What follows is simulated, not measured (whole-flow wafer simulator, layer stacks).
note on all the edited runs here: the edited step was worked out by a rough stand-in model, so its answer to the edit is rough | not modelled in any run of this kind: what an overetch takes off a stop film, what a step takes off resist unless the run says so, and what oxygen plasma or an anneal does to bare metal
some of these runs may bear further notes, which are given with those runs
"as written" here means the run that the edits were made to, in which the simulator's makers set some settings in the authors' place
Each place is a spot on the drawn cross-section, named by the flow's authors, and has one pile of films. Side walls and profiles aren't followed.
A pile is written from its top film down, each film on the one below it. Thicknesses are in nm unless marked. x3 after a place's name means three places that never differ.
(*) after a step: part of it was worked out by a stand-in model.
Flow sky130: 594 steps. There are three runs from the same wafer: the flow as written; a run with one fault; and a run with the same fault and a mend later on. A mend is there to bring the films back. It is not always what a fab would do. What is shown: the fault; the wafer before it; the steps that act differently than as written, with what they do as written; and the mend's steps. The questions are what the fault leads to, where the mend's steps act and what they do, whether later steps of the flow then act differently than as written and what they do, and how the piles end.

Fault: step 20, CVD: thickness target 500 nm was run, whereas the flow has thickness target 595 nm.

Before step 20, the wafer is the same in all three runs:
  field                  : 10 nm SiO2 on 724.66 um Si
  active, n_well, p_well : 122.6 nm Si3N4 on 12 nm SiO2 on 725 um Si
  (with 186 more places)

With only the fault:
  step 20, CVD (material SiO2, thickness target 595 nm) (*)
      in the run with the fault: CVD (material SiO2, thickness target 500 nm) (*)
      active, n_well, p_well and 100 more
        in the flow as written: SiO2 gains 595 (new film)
        in the run with the fault: SiO2 gains 500 (new film)
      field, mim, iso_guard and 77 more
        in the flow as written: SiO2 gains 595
        in the run with the fault: SiO2 gains 500
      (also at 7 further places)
  Steps further on in the flow that do not act as written (93 more steps, not shown, differ only slightly: by at most 2% or 0.5 nm, whichever is larger):
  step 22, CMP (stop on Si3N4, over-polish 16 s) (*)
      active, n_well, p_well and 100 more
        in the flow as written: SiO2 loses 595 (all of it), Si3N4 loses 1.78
        in the run with the fault: SiO2 loses 500 (all of it), Si3N4 loses 1.78
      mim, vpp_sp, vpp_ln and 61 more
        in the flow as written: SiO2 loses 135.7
        in the run with the fault: SiO2 loses 40.7
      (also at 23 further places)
  The piles end the same as the flow's at every place that both follow.

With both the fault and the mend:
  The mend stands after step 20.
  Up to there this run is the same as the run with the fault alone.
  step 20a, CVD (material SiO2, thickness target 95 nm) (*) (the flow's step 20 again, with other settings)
      field, active, n_well and 187 more
        SiO2 gains 95
  None of the later steps of the flow acts differently than as written at any place that is followed.
  The piles end the same as the flow's at every place that both follow.
